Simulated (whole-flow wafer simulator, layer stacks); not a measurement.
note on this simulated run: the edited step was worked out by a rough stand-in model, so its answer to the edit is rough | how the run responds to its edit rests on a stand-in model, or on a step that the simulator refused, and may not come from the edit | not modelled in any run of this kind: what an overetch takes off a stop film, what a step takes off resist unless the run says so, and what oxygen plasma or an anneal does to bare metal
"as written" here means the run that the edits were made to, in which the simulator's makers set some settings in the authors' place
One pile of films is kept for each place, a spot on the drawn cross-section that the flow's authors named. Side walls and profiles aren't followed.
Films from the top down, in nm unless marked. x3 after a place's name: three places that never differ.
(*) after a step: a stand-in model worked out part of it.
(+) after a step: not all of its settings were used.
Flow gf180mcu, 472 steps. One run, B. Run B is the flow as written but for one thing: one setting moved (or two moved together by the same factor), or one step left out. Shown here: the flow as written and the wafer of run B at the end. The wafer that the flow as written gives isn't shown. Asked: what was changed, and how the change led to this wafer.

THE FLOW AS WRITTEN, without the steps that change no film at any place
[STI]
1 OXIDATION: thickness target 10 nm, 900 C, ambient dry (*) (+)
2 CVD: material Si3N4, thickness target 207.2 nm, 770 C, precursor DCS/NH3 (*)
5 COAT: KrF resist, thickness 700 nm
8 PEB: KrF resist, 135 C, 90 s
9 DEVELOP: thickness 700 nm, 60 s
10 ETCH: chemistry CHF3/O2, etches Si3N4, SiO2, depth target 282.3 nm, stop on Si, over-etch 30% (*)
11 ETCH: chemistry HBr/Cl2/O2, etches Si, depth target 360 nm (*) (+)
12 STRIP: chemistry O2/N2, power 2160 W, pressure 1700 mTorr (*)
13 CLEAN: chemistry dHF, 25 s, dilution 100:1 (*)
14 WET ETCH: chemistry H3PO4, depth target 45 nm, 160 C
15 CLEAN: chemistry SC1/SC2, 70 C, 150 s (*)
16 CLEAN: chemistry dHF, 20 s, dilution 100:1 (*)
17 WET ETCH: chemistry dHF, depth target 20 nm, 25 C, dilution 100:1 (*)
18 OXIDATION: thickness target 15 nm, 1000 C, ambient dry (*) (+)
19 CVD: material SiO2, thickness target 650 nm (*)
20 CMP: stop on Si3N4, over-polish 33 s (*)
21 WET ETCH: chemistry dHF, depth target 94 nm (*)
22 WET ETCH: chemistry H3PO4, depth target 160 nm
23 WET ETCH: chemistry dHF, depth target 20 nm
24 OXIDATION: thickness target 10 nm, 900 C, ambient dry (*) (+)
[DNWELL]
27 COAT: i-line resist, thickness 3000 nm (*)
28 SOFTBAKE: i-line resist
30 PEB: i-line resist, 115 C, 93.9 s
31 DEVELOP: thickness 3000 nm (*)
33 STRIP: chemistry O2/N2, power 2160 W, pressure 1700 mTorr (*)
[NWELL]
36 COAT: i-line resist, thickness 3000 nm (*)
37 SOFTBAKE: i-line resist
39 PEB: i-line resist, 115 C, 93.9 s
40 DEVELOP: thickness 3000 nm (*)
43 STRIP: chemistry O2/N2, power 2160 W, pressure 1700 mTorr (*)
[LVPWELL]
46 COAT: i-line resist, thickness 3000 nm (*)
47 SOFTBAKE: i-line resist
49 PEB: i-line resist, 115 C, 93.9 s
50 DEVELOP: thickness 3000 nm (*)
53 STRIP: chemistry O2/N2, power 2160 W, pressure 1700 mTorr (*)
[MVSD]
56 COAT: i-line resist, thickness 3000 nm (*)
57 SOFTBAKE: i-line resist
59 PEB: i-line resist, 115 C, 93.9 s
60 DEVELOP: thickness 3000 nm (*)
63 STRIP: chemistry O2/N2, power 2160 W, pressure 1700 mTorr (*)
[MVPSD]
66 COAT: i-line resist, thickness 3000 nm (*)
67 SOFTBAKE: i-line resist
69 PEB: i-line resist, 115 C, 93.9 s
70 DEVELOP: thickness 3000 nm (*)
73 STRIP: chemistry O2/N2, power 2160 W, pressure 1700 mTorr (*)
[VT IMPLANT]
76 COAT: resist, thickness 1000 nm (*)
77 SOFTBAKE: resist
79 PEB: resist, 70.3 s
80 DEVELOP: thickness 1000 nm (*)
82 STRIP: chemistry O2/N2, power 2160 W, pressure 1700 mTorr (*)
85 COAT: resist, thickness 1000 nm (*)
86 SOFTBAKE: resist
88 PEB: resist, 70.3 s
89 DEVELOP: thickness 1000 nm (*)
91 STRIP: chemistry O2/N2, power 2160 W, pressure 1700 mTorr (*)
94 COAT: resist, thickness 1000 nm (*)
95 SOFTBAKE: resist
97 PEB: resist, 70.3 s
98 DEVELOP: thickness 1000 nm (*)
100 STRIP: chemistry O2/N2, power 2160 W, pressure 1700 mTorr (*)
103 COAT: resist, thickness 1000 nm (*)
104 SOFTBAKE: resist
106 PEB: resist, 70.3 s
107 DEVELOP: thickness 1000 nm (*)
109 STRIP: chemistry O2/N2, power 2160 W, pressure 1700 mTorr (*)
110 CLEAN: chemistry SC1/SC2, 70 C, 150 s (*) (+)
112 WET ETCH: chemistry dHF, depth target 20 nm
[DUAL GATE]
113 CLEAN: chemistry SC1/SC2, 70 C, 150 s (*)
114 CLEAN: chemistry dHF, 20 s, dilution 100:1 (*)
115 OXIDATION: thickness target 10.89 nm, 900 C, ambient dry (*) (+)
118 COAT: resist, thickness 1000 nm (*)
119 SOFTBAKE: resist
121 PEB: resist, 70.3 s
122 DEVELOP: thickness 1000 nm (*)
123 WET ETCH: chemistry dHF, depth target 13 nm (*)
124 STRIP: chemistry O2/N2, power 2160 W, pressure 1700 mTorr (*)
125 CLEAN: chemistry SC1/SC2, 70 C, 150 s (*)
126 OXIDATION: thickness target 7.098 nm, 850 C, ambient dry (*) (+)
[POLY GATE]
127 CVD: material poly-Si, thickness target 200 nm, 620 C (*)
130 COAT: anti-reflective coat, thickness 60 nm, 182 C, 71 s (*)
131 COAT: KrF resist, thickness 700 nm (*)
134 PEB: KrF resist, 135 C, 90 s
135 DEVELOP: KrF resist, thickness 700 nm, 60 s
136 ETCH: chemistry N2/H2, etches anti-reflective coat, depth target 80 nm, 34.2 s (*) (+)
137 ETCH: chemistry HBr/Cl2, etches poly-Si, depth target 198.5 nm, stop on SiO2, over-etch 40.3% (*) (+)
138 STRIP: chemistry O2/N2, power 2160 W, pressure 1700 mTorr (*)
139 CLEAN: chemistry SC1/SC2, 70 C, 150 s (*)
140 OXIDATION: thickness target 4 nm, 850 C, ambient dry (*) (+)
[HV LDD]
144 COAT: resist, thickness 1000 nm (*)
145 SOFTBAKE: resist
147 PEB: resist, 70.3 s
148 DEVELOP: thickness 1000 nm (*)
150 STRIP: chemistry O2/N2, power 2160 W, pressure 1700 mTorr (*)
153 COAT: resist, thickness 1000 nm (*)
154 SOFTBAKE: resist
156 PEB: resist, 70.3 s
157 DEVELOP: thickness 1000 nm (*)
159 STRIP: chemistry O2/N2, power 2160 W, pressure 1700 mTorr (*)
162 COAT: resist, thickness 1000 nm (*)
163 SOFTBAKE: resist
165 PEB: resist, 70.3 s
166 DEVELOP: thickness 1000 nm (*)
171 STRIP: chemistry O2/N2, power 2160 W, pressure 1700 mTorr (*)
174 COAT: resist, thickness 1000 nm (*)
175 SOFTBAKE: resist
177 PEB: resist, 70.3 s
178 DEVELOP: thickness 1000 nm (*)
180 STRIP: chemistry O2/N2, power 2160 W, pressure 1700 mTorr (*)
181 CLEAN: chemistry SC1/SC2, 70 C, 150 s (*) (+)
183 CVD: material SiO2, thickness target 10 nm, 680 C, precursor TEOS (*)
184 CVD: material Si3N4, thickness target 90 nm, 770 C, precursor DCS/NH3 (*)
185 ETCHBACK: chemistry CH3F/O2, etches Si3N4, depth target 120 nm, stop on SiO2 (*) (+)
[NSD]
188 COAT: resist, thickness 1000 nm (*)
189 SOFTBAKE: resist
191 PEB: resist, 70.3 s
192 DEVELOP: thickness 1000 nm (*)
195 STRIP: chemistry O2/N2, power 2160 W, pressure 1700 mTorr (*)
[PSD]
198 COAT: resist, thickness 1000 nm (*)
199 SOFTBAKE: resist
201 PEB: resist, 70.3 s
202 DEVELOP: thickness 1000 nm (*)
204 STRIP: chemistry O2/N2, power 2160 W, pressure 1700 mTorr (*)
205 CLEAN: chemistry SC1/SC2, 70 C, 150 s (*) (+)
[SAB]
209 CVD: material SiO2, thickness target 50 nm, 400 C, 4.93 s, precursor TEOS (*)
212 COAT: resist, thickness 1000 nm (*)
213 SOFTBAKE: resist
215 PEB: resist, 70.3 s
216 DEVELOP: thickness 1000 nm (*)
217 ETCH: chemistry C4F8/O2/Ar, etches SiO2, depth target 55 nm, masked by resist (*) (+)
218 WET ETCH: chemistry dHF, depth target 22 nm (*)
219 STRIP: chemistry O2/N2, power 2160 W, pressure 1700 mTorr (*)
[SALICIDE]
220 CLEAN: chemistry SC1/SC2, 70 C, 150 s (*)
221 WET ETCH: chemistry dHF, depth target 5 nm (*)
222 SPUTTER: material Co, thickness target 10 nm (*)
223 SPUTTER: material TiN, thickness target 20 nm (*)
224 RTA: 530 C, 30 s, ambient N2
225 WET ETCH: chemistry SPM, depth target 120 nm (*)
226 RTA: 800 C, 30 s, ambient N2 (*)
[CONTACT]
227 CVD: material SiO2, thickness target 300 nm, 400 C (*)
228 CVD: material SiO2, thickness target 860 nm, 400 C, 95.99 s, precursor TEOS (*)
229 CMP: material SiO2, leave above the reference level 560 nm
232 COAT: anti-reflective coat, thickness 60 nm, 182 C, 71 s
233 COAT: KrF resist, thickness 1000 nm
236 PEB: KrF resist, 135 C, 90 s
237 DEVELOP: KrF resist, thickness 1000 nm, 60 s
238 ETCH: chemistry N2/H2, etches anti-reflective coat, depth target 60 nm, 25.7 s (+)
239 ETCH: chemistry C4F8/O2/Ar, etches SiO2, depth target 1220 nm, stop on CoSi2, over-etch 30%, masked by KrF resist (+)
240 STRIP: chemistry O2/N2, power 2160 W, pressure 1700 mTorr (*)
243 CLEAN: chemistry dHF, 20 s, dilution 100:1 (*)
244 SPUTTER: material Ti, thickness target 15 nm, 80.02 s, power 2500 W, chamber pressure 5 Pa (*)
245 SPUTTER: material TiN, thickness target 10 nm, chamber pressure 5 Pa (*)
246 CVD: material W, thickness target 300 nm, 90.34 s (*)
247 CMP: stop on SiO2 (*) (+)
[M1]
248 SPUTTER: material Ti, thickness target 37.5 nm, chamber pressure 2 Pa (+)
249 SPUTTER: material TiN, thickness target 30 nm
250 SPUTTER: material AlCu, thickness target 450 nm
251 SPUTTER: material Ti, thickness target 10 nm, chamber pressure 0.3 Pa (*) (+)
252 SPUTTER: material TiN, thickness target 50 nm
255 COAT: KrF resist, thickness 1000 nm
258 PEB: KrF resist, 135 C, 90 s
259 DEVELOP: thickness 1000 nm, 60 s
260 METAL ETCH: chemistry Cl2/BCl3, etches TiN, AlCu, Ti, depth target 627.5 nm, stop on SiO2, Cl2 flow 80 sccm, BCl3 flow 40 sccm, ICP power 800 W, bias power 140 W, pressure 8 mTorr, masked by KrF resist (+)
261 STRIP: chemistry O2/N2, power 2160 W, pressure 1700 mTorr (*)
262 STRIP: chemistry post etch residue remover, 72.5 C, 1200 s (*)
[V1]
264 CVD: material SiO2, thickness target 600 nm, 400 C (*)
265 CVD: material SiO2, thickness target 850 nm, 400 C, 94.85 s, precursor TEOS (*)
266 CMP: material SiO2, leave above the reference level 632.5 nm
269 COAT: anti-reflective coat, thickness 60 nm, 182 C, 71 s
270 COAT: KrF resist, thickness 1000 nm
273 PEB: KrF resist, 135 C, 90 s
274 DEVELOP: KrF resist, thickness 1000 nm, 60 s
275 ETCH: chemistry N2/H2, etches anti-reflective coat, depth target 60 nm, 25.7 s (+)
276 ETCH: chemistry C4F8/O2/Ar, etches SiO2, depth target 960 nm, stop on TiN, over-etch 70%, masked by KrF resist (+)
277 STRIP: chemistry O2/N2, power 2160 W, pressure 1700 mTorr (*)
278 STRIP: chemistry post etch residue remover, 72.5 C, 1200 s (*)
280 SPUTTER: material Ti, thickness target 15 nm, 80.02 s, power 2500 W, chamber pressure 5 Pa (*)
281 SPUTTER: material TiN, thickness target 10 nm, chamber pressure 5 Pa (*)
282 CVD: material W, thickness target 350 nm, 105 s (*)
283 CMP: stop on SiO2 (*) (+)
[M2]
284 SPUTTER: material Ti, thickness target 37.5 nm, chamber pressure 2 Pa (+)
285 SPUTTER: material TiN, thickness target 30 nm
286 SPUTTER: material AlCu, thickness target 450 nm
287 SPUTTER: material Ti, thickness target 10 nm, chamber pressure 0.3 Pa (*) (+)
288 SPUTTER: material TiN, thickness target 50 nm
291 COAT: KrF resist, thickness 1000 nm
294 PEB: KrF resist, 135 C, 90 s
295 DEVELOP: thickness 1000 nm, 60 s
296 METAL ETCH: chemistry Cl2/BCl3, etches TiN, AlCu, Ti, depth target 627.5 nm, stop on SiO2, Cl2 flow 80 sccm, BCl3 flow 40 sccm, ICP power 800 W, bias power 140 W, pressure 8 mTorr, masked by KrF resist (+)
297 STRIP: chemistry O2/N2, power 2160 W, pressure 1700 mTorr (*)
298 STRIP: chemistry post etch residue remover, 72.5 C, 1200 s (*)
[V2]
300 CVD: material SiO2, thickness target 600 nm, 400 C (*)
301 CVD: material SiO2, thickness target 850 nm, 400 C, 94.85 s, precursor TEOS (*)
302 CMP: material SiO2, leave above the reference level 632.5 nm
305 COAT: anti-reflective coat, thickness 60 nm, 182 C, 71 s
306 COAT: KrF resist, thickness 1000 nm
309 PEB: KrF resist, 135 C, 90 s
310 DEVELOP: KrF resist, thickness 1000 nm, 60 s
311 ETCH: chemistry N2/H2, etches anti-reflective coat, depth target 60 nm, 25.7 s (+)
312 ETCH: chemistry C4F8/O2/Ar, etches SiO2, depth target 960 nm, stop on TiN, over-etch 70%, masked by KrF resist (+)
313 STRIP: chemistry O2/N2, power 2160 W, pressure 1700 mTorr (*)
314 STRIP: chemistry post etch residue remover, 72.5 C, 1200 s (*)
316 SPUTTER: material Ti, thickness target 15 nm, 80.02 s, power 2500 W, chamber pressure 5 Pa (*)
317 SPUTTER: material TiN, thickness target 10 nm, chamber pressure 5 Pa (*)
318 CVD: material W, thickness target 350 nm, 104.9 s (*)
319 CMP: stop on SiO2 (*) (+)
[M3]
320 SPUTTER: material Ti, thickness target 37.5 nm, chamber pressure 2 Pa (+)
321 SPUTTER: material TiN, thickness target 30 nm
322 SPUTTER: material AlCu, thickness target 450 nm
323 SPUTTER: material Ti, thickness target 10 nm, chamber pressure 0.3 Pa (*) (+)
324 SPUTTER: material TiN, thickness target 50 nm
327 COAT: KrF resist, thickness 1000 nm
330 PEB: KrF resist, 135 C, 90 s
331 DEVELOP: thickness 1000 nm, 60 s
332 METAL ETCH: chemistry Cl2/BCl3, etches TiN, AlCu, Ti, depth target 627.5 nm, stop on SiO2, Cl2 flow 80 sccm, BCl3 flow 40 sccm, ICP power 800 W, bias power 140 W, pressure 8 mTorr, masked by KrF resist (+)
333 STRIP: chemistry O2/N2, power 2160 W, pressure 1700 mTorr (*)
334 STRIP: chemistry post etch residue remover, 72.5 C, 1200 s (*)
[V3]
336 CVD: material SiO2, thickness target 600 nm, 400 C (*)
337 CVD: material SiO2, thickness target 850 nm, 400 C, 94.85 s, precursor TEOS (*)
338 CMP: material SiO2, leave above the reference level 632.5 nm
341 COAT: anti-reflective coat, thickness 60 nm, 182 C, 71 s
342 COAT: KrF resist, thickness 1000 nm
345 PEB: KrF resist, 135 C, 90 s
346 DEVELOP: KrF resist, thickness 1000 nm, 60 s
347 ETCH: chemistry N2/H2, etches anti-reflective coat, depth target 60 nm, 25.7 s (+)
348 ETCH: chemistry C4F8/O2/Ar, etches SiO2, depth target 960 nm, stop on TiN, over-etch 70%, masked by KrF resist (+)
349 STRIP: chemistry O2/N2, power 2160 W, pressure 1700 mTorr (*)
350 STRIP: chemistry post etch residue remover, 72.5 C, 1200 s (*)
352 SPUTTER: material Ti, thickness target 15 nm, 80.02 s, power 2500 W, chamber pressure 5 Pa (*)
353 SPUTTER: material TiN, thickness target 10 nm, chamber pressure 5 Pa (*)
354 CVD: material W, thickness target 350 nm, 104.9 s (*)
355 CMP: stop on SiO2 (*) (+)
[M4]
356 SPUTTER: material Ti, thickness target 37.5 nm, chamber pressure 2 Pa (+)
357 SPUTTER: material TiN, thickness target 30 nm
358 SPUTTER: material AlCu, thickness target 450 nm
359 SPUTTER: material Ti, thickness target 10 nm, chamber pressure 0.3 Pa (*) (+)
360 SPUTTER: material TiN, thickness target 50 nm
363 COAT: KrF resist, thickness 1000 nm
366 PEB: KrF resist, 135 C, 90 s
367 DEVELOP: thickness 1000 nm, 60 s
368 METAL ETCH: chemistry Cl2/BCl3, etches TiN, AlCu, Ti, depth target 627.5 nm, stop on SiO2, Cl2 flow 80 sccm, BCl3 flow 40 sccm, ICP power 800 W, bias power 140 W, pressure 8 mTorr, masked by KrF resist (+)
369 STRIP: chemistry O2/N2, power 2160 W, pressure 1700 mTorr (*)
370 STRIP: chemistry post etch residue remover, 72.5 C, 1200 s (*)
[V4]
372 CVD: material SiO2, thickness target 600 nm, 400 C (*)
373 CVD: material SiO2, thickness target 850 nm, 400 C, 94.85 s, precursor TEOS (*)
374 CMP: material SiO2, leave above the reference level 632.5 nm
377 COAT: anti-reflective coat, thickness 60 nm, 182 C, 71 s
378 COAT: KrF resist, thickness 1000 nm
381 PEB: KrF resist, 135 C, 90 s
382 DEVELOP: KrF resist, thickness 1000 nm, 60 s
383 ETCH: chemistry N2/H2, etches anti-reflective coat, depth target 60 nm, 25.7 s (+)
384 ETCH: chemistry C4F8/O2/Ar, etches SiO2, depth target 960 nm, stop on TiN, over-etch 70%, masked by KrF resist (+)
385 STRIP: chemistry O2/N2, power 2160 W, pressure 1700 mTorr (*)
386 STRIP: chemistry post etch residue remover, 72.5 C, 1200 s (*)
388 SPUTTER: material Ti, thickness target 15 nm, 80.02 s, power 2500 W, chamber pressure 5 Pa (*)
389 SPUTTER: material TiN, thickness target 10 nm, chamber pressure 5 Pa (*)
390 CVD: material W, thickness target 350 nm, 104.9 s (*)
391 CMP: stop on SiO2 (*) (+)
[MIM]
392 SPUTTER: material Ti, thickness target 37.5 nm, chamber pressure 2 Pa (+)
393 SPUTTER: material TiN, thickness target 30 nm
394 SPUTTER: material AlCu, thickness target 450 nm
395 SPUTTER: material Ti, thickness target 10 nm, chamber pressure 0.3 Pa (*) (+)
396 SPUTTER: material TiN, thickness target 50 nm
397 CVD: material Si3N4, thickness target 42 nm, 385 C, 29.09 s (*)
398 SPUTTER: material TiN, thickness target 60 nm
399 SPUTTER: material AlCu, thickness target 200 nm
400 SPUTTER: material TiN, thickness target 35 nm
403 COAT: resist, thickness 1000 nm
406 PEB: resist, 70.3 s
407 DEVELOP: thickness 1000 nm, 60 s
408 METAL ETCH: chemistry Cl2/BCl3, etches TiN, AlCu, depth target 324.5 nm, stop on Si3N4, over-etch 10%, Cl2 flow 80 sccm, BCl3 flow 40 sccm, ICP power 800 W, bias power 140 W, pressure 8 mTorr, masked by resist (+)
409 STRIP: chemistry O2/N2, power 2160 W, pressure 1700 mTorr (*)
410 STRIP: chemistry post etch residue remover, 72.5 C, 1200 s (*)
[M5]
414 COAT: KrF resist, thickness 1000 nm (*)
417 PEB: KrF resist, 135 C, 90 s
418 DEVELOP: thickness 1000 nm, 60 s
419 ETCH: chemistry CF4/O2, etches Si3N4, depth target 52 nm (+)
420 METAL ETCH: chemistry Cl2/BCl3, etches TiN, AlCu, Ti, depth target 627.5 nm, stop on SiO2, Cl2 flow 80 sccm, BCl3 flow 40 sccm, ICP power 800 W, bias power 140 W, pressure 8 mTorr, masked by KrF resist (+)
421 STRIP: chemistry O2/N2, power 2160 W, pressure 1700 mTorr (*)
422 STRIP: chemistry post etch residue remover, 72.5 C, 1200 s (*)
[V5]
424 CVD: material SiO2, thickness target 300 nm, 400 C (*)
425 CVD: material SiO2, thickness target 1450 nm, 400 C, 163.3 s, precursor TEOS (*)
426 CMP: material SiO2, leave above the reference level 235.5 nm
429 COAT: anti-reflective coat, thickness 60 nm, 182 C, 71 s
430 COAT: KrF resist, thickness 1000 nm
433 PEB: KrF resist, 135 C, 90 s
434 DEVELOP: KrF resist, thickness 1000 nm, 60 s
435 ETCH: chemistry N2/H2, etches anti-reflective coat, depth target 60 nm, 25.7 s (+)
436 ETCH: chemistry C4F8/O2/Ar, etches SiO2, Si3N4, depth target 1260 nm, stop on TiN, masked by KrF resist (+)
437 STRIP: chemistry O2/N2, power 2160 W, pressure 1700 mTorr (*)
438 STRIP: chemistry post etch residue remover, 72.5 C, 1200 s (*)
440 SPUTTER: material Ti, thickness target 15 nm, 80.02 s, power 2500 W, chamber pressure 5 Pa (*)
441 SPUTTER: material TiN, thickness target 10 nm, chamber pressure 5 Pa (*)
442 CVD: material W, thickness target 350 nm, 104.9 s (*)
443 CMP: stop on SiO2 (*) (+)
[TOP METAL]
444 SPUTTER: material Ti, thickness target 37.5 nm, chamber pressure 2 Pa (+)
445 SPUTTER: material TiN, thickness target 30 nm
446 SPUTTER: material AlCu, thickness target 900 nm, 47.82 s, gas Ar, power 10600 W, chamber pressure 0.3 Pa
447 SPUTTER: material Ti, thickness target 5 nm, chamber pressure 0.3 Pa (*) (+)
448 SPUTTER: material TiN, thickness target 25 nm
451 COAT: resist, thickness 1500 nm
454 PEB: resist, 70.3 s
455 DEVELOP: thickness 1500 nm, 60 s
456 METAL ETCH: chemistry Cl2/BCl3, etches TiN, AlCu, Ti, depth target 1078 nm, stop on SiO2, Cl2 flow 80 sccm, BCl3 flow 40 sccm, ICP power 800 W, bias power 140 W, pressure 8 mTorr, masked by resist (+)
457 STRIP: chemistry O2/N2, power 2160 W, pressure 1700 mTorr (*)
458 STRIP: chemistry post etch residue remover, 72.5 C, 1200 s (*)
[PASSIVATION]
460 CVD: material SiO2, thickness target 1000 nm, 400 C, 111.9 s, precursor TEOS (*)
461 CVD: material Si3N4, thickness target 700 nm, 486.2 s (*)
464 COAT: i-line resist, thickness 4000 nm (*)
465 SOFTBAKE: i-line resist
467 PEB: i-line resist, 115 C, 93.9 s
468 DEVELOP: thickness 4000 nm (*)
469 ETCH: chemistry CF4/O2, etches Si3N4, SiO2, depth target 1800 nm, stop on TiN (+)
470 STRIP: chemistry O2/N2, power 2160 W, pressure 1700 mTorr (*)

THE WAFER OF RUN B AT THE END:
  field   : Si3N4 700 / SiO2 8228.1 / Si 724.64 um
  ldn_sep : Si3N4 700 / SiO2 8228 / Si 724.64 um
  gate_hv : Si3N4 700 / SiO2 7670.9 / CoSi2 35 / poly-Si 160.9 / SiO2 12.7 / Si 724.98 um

The cause: step 126, OXIDATION: 808 C was run, where the flow has 850 C.

How the change led to this, step by step:
  126 OXIDATION: thickness target 7.098 nm, 850 C, ambient dry (*) (+)
      gate_hv, active_hv, active_nat and 25 more: SiO2 +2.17, Si -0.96 (as written it would be: SiO2 +3.72, Si -1.64)
      active, n_well, p_well and 12 more: SiO2 +4.85 (new film), chemical SiO2 -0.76 (all of it), Si -1.8 (as written it would be: SiO2 +7.1 (new film), chemical SiO2 -0.76 (all of it), Si -2.79)
  189 SOFTBAKE: resist
      field__w9: resist -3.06 (as written it would be: resist +6.92)
  199 SOFTBAKE: resist
      field__w9: resist -3.06 (as written it would be: resist +6.92)
  218 WET ETCH: chemistry dHF, depth target 22 nm (*)
      active, p_well, sd_n, iso_ptap_pw, iso_ntap_nw, iso_ptap_sub, vpnp_e: SiO2 -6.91 (all of it) (as written it would be: SiO2 -9.01 (all of it))
      ldn_tap, ldn_src, ldn_drn, ldp_tap, ldp_src, ldp_drn, ldp_gr: SiO2 -14.5 (all of it) (as written it would be: SiO2 -16 (all of it))
      (and at 9 more places)
  223 SPUTTER: material TiN, thickness target 20 nm (*)
      field__w12: TiN +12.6 (new film) (as written it would be: TiN +12 (new film))
  225 WET ETCH: chemistry SPM, depth target 120 nm (*)
      field__w12: TiN -12.6 (all of it), Co -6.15 (all of it) (as written it would be: TiN -12 (all of it), Co -6.15 (all of it))
